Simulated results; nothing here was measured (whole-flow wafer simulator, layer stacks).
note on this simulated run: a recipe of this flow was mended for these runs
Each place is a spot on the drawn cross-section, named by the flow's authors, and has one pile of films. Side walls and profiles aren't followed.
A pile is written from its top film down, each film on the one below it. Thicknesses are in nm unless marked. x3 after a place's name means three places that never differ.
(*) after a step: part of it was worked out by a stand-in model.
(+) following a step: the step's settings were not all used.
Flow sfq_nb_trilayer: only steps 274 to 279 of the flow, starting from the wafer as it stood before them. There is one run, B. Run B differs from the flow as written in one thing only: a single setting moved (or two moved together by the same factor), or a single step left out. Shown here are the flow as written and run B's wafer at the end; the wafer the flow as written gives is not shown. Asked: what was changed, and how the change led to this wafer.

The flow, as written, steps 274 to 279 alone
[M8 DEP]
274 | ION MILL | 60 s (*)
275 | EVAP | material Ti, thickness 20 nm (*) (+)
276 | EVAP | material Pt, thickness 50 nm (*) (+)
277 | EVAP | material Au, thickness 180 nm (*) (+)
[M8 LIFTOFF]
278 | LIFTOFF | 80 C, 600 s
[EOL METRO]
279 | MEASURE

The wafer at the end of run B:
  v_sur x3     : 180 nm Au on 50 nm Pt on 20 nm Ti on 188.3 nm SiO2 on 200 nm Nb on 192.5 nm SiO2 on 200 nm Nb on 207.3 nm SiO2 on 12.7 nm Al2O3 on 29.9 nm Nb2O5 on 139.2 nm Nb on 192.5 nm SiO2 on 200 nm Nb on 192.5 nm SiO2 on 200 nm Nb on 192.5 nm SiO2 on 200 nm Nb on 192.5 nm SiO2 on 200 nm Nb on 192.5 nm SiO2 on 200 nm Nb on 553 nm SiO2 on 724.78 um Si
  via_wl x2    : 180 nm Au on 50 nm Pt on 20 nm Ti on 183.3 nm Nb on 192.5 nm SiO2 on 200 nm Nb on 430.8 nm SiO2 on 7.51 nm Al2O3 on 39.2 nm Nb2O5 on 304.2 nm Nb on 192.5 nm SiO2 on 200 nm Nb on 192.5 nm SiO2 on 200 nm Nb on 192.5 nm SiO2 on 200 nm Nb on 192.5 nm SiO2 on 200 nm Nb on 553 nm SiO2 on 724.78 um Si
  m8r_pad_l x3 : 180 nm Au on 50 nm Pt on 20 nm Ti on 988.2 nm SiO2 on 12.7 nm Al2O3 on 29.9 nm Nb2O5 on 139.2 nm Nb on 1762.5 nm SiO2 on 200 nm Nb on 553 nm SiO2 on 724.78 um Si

The reason: step 274, ION MILL: 96 s was run, though the flow has 60 s.

Step by step, how the change led to this:
  274 | ION MILL | 60 s (*)
      field_l, v_sur x3, via_v, m8r_pad_l x3: -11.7 SiO2 (as written it would have been: -7.28 SiO2)
      via_wl x2, via_w: -11.7 Nb (as written it would have been: -7.3 Nb)
